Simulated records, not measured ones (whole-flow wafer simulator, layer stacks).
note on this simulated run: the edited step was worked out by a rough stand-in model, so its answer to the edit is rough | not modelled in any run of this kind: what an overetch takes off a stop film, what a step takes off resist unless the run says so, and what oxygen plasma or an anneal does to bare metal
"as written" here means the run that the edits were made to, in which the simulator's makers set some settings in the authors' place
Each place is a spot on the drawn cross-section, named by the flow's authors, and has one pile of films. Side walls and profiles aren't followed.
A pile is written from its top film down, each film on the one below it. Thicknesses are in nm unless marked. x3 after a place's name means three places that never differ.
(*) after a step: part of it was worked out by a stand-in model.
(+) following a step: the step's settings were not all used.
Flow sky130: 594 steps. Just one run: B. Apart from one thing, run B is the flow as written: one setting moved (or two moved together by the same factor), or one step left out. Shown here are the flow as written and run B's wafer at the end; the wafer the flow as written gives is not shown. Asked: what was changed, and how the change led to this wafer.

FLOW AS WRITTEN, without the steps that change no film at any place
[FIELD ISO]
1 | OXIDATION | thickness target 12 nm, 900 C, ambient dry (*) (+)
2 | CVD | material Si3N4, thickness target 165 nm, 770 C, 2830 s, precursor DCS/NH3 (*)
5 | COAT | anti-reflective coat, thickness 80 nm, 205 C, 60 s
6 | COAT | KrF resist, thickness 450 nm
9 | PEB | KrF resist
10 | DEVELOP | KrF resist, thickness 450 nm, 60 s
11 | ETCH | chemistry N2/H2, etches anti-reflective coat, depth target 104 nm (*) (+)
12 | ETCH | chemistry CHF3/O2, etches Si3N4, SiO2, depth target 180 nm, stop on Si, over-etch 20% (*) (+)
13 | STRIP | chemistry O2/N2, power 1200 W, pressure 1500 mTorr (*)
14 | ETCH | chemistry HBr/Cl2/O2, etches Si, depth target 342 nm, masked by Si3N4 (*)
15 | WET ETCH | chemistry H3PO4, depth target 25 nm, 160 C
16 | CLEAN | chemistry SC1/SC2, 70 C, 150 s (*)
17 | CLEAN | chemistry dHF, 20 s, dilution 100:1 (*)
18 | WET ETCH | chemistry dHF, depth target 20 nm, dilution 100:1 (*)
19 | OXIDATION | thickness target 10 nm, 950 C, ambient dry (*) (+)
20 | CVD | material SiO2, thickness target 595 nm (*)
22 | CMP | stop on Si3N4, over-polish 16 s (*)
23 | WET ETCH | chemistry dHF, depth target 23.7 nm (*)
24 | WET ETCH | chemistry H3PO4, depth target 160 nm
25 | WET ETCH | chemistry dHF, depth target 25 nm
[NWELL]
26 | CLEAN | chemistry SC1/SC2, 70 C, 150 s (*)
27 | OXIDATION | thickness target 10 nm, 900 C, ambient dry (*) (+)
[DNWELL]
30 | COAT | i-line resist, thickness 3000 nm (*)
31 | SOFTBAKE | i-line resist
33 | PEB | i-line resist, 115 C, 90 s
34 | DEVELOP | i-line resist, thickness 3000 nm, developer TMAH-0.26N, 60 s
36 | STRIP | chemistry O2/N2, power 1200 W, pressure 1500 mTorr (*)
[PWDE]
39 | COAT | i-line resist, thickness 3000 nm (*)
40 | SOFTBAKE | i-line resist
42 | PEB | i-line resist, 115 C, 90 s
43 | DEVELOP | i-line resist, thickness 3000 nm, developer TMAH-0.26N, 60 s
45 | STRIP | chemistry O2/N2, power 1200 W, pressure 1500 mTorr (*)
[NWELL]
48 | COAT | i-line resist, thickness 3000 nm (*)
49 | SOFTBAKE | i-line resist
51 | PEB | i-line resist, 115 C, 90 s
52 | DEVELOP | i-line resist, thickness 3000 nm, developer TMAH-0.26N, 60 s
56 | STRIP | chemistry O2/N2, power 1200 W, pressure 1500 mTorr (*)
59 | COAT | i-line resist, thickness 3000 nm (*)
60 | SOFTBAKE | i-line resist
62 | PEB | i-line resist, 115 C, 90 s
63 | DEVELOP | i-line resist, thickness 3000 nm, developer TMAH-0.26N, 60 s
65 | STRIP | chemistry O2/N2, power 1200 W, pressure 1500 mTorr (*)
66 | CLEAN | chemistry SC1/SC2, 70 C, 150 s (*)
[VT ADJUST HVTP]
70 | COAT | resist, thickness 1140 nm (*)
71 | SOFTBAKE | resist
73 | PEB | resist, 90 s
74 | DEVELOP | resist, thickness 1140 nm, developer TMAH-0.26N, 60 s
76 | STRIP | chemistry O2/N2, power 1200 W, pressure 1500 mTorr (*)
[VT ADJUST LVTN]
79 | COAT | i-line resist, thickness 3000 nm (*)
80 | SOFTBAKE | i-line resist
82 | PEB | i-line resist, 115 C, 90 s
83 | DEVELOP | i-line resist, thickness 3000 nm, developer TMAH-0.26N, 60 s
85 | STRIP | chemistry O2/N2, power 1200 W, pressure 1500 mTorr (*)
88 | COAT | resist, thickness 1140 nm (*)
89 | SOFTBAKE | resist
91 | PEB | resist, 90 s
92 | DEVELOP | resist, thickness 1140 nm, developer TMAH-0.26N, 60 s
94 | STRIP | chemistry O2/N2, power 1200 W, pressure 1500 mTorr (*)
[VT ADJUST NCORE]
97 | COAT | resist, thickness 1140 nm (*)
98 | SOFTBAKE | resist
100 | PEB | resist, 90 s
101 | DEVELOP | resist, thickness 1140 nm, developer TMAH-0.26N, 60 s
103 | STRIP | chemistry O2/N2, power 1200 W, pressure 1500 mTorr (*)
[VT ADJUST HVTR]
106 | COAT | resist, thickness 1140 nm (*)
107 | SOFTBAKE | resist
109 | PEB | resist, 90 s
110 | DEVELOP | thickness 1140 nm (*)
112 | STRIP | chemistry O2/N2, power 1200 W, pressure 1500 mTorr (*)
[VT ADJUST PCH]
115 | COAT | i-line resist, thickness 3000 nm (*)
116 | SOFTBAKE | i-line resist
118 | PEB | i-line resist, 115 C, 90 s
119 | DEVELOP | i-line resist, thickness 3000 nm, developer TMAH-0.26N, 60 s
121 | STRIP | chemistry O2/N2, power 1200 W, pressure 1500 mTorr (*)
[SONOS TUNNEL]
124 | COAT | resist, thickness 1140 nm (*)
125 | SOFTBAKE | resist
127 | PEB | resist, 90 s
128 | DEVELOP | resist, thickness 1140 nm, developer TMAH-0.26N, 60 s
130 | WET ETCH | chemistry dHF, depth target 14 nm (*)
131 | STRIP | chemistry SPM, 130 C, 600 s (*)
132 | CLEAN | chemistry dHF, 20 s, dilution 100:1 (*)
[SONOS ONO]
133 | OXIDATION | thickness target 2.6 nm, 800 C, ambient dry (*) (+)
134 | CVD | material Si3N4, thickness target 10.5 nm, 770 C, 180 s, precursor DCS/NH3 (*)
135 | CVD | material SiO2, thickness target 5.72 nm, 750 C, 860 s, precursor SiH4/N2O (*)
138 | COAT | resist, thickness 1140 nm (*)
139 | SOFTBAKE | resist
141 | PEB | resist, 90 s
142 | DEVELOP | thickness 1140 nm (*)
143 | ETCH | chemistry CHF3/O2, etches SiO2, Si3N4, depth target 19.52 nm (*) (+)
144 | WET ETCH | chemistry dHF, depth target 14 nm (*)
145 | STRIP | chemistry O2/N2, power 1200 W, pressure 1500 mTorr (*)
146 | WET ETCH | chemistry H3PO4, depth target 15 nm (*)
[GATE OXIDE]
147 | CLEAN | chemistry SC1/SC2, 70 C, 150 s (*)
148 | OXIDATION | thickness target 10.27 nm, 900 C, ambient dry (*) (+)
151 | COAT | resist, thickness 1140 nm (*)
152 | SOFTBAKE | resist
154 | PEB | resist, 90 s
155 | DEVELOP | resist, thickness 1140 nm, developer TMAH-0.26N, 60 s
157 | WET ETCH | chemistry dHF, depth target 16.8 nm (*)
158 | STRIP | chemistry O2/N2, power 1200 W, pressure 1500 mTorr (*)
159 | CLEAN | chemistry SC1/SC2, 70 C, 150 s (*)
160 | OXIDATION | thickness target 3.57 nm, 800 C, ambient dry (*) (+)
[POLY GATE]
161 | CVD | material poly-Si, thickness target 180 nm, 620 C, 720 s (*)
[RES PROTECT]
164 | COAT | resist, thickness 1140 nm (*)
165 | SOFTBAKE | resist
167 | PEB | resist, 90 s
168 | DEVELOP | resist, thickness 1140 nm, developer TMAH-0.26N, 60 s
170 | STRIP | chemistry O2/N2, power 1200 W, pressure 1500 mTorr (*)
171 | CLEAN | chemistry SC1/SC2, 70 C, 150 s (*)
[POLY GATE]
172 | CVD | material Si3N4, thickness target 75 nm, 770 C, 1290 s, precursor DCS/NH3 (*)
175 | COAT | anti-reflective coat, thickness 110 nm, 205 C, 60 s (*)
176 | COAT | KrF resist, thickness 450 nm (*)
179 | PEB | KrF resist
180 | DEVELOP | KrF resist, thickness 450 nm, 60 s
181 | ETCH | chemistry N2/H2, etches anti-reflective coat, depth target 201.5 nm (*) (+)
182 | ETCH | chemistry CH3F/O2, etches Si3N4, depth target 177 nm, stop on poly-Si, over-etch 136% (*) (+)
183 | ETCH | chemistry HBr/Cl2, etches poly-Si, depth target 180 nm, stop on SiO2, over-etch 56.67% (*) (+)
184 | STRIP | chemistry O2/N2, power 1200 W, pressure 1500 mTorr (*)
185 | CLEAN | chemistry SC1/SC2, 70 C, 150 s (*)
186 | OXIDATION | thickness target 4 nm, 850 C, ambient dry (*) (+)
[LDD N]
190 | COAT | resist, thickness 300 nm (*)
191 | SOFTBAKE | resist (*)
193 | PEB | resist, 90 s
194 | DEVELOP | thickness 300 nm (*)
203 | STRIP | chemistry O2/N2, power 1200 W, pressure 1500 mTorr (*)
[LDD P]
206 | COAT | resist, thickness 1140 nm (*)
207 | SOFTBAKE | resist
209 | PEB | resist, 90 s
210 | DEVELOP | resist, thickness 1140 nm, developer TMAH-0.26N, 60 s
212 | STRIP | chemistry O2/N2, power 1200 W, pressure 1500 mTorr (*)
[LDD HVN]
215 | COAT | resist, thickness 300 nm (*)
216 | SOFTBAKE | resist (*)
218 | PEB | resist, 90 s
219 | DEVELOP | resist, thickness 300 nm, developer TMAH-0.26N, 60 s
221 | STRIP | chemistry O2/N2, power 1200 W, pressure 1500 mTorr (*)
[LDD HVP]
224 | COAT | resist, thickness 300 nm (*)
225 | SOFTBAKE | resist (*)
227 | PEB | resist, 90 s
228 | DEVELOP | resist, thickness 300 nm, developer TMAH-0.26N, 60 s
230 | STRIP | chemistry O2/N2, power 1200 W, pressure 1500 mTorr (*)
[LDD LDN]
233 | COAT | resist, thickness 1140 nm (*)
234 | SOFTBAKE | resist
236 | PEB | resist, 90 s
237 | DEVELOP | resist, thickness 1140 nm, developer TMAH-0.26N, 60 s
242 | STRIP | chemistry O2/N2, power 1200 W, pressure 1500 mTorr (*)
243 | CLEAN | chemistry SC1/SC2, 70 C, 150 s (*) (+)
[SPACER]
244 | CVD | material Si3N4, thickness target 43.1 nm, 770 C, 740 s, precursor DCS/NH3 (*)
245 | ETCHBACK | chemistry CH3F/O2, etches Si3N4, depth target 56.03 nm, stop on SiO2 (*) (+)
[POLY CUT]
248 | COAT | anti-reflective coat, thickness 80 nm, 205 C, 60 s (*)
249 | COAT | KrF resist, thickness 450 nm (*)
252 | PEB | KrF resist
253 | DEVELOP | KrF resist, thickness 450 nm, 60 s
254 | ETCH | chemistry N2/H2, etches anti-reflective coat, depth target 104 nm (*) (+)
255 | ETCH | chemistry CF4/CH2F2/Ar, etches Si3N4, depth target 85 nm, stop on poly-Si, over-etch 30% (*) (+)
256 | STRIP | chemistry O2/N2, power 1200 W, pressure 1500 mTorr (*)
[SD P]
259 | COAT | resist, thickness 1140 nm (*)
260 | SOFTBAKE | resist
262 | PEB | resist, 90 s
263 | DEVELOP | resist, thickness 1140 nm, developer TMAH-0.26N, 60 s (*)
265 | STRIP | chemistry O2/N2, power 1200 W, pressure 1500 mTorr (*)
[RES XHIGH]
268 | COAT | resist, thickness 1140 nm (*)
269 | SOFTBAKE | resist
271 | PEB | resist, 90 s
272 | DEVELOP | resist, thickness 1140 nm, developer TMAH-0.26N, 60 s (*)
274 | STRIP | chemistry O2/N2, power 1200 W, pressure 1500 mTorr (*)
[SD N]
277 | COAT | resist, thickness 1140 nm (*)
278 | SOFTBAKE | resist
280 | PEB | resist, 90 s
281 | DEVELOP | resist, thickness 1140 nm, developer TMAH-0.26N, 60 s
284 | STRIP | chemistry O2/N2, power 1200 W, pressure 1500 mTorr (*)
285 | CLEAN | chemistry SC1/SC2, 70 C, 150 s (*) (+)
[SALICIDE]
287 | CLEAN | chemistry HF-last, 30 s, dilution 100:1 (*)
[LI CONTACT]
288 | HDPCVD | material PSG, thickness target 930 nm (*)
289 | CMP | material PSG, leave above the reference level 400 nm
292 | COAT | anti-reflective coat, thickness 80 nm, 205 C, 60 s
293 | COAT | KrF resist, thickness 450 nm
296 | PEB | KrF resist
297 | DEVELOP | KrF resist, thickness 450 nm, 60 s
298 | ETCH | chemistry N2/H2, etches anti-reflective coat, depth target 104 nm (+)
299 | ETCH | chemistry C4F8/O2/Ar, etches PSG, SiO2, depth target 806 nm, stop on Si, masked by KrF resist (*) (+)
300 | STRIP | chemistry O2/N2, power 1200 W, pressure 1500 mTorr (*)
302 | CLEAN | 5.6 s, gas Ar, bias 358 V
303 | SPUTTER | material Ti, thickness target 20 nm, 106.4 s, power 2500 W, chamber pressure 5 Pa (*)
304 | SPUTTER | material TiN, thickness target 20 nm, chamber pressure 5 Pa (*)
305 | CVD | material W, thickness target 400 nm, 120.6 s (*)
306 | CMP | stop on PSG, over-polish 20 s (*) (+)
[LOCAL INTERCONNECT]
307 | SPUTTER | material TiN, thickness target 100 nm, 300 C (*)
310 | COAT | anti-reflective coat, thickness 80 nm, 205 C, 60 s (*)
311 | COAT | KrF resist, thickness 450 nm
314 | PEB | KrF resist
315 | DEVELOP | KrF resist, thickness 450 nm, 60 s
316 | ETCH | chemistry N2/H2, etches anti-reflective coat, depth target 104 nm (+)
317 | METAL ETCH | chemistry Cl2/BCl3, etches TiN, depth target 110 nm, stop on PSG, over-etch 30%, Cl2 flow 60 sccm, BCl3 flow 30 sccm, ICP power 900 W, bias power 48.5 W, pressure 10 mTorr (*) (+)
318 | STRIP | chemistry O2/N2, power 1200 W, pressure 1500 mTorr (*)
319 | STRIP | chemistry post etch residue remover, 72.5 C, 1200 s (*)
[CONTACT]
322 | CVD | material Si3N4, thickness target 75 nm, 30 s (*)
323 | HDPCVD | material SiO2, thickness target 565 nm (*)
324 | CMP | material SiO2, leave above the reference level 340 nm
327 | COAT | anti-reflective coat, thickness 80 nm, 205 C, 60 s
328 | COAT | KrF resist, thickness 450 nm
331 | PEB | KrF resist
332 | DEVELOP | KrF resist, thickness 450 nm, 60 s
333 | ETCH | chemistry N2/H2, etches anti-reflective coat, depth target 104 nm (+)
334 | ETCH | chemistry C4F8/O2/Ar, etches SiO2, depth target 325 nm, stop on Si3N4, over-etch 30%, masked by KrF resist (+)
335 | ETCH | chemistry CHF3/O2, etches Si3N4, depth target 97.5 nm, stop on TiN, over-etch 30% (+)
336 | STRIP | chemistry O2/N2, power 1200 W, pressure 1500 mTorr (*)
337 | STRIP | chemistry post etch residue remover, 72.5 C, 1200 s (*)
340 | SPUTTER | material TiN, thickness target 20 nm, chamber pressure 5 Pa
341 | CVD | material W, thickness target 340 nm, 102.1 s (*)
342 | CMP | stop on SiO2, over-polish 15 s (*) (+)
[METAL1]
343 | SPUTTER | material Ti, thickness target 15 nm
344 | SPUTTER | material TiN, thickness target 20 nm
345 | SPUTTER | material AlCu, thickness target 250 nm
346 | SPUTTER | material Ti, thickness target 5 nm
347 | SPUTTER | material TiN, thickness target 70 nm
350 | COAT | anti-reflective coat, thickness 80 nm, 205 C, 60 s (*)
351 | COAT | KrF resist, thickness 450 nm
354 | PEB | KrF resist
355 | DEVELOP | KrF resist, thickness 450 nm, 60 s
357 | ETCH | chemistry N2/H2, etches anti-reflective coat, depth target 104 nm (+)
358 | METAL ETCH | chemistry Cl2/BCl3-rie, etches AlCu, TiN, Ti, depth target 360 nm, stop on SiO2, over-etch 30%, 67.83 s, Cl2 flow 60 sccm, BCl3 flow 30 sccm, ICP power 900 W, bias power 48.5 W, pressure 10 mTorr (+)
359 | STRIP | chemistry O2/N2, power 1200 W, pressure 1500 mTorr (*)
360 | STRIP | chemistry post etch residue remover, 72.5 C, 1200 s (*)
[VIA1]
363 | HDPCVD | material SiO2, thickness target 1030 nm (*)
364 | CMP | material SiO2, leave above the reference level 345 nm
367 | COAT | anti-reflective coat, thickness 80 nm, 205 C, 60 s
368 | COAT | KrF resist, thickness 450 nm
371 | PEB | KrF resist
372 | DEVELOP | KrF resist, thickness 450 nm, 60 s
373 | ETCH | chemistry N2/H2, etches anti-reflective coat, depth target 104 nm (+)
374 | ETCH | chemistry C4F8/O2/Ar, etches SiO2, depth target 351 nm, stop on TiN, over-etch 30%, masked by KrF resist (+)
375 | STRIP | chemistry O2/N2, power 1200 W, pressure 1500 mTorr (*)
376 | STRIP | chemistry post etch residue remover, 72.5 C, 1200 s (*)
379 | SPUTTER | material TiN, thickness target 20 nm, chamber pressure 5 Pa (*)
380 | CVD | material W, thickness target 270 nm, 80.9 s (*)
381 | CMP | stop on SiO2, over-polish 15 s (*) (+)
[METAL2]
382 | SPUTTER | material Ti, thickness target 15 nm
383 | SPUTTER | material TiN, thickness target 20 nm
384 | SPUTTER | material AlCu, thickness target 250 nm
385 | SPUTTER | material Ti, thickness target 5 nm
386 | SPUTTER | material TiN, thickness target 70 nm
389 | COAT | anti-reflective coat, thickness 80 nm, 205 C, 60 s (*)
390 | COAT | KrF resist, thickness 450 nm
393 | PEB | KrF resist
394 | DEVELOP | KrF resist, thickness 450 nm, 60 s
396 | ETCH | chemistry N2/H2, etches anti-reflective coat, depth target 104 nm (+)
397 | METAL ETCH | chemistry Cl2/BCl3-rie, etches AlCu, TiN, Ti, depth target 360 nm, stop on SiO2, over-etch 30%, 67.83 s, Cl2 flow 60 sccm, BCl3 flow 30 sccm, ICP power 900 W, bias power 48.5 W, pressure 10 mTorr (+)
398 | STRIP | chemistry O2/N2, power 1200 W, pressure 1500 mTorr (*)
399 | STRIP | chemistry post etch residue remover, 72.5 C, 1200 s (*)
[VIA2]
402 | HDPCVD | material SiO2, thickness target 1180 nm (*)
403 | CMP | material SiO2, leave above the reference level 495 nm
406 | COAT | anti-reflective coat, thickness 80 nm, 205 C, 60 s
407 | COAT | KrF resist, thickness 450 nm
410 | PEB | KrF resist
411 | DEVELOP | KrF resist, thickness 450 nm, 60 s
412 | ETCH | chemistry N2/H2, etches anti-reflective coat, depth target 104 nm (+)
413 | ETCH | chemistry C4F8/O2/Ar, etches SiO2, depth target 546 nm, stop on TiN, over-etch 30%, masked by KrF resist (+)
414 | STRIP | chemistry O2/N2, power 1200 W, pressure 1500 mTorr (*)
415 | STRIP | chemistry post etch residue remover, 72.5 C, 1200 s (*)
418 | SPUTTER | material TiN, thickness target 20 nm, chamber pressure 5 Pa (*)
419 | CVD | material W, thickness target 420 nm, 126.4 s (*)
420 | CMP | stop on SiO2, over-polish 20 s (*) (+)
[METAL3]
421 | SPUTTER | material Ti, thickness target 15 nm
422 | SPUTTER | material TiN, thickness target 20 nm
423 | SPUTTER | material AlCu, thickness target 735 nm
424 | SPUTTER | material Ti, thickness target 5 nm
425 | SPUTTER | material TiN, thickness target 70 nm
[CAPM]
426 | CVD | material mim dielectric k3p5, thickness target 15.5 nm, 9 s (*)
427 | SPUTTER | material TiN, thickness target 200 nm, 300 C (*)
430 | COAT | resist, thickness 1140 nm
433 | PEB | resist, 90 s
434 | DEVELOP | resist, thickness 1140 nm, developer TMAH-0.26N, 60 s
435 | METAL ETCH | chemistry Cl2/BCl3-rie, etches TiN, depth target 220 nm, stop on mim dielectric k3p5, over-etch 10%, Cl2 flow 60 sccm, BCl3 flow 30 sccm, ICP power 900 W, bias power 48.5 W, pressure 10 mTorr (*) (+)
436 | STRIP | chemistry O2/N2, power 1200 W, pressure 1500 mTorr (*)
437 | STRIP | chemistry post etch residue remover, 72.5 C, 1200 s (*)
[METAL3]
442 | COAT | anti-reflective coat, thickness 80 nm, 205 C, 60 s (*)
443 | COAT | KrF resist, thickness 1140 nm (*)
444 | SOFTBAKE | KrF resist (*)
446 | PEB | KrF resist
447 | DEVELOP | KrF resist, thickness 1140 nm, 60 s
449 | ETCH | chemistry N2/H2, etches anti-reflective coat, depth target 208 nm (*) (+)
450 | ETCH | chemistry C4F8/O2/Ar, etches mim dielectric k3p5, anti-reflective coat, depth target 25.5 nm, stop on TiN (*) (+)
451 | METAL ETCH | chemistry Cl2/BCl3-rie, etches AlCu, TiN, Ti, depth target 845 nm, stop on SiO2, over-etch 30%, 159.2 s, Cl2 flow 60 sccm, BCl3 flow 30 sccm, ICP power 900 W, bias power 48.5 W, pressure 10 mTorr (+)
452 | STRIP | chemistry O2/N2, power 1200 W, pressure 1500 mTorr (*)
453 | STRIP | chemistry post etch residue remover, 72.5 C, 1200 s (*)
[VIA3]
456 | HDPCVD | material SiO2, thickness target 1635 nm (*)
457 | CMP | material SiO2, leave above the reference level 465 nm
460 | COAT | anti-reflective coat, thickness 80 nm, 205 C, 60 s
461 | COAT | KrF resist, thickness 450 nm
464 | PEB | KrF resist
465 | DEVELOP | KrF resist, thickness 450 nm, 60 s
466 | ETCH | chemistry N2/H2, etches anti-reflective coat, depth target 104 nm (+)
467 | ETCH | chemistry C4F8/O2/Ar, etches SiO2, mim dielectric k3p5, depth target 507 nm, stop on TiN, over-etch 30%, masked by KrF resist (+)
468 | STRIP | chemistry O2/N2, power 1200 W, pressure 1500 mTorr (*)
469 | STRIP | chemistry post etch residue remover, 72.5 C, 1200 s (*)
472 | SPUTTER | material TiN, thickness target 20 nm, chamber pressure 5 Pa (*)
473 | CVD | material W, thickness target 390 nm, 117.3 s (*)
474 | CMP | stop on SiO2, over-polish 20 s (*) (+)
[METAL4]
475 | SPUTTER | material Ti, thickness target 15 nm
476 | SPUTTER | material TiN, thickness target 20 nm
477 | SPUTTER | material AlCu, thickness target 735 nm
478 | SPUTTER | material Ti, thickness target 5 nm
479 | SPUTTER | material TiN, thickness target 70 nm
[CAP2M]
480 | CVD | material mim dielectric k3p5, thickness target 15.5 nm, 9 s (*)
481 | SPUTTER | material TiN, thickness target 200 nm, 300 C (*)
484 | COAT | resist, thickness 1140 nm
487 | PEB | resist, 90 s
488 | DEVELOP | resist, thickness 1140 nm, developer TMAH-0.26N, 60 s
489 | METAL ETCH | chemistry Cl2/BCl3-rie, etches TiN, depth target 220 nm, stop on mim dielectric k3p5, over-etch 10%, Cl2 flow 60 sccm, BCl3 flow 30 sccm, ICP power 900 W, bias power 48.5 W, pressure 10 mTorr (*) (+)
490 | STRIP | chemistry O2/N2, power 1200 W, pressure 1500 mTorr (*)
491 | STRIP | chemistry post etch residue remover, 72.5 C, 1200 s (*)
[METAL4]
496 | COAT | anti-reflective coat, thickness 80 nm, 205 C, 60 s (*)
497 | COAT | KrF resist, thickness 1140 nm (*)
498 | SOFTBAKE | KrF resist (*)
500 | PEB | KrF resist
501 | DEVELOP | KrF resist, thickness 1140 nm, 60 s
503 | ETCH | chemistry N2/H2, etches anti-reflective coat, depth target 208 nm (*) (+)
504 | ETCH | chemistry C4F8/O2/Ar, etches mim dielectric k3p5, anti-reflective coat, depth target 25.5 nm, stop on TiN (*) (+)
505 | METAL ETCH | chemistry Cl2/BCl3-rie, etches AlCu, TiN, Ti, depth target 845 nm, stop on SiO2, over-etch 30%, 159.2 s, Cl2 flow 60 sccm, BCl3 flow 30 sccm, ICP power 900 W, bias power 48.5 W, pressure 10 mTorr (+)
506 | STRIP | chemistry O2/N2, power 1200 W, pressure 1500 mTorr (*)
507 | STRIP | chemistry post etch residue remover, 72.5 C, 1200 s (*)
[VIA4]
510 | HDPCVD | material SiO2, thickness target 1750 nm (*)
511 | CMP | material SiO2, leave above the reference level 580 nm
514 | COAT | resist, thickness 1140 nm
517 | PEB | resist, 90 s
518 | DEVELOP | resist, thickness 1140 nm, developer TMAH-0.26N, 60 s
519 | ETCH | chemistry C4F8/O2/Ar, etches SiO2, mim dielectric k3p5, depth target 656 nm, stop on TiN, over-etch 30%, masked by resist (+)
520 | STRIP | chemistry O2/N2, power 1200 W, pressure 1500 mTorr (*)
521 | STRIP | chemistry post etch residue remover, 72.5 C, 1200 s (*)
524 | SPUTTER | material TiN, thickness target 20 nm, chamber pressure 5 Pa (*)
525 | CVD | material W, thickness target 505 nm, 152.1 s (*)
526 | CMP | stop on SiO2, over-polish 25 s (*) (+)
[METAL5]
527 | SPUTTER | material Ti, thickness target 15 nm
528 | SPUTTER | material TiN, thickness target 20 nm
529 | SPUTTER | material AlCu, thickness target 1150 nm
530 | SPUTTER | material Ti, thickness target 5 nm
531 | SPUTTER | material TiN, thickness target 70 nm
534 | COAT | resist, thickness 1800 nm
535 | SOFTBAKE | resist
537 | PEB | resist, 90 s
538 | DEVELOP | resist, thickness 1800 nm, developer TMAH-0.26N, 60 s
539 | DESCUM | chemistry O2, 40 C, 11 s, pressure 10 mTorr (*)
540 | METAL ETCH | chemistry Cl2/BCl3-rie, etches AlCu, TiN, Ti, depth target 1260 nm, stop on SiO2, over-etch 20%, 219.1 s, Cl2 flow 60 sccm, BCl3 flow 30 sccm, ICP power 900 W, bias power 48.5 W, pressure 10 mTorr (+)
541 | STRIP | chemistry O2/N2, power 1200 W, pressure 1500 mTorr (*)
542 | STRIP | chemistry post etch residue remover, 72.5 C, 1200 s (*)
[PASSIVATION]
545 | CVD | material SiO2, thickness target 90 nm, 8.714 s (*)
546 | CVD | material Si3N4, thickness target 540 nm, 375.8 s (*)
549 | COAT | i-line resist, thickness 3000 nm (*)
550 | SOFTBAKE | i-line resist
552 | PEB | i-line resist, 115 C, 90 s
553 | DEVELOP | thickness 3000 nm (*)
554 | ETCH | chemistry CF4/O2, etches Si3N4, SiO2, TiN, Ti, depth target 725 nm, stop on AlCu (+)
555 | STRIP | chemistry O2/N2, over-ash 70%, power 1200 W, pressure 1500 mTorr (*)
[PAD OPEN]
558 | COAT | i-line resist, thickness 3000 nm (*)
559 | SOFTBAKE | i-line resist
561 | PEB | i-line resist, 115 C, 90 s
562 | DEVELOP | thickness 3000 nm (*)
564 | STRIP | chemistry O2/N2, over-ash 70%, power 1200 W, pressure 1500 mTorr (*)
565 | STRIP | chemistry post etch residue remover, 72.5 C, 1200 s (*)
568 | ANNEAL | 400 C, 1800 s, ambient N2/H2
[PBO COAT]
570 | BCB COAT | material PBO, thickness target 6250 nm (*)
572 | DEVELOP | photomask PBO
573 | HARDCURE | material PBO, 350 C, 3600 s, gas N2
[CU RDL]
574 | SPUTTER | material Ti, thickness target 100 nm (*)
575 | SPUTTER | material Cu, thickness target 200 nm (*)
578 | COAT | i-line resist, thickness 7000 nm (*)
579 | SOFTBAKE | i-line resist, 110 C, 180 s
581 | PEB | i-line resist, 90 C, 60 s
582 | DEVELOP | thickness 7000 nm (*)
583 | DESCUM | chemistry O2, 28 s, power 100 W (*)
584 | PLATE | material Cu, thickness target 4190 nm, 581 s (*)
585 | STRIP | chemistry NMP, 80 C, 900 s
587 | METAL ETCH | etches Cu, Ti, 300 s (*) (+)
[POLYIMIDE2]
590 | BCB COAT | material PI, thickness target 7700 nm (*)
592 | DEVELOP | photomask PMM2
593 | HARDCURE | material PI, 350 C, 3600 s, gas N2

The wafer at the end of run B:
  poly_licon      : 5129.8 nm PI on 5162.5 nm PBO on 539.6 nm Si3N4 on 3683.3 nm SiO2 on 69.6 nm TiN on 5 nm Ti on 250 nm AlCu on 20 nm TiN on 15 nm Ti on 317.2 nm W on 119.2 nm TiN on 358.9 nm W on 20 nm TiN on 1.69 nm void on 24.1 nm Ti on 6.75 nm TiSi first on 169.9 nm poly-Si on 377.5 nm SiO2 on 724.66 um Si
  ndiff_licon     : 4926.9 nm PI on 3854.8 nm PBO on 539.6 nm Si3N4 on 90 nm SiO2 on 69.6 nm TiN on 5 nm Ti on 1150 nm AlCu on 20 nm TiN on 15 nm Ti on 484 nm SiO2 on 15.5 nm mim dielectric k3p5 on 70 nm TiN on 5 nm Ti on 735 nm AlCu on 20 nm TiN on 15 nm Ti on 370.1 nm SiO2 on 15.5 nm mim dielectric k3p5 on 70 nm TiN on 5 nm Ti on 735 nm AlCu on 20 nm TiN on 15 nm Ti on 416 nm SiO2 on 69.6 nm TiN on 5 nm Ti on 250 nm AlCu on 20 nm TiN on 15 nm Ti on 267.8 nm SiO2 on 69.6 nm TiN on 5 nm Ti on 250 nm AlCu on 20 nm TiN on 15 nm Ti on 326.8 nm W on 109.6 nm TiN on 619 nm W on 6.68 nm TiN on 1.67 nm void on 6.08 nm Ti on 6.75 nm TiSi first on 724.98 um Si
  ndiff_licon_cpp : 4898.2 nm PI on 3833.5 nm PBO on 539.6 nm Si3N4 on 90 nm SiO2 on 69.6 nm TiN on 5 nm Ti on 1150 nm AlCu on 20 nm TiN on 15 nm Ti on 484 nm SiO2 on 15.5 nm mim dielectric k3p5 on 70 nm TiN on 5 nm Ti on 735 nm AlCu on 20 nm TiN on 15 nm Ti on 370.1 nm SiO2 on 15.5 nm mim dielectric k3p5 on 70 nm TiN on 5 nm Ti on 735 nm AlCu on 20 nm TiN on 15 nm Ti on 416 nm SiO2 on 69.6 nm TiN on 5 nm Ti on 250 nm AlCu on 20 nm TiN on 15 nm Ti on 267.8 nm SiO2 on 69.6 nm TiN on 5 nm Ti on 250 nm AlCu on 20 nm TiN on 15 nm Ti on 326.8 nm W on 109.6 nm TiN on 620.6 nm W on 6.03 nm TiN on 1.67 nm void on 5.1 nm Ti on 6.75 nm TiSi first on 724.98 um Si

The reason: step 303, SPUTTER: thickness target 28 nm was run, whereas the flow has thickness target 20 nm.

Step by step, how the change led to this:
  303 | SPUTTER | material Ti, thickness target 20 nm, 106.4 s, power 2500 W, chamber pressure 5 Pa (*)
      field, active, n_well and 185 more: Ti gains 28 (new film) (in the flow as written it would be: Ti gains 20 (new film))
      ndiff_licon: Ti gains 10 (new film) (in the flow as written it would be: Ti gains 7.24 (new film))
      (also at 2 further places)
  306 | CMP | stop on PSG, over-polish 20 s (*) (+)
      field, active, n_well and 184 more: W loses 400 (all of it), TiN loses 20 (all of it), Ti loses 28 (all of it), PSG loses 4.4 (in the flow as written it would be: W loses 400 (all of it), TiN loses 20 (all of it), Ti loses 20 (all of it), PSG loses 4.4)
      poly_licon: W loses 41.1 (in the flow as written it would be: W loses 33.1)
